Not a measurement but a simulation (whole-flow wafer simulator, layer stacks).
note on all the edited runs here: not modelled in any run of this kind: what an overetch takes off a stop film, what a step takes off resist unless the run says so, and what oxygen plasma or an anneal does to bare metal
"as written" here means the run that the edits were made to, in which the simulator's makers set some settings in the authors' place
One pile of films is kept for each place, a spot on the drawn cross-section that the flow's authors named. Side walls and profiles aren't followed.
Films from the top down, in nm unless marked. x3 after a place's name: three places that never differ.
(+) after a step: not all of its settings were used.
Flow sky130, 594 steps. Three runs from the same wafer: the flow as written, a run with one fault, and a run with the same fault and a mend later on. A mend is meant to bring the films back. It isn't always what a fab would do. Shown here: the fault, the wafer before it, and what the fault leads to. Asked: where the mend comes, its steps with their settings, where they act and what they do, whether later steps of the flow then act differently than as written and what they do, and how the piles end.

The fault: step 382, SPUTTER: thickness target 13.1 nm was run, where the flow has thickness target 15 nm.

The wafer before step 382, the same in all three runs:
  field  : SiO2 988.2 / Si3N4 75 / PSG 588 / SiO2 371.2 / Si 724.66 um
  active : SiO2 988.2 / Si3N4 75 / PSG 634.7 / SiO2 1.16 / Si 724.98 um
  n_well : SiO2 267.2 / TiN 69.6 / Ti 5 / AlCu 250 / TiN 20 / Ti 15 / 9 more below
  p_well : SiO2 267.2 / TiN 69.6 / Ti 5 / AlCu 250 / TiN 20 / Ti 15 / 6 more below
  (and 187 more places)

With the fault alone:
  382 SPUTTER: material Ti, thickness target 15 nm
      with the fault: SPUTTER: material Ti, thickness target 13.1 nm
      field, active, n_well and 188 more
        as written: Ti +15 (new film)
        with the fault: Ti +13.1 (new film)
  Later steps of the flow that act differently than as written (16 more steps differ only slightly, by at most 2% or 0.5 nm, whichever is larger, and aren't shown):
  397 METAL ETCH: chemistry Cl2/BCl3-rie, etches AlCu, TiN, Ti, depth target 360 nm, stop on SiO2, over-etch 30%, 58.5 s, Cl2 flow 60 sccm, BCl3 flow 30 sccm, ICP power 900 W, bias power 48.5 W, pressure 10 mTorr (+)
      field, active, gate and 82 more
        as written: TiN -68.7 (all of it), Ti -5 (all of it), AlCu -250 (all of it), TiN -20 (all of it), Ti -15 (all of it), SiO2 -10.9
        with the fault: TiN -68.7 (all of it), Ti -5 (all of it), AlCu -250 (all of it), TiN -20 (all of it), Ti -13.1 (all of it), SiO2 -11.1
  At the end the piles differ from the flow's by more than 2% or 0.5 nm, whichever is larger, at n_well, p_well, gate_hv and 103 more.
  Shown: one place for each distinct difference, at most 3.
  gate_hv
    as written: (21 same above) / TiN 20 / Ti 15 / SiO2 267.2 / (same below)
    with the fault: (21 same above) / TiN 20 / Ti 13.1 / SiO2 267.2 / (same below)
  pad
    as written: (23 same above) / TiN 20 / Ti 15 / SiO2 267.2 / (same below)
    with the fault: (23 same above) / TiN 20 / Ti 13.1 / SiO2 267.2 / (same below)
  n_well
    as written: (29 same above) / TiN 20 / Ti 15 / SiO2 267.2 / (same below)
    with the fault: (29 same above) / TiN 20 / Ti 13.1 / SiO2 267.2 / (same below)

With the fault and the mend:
  The mend comes after step 382.
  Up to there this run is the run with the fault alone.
  382a SPUTTER: material Ti, thickness target 1.9 nm (the flow's step 382 once more, with other settings)
      field, active, n_well and 188 more
        Ti +1.9
  No later step of the flow acts differently than as written at any place that is followed.
  At the end the piles are the same as the flow's at every place that both follow.
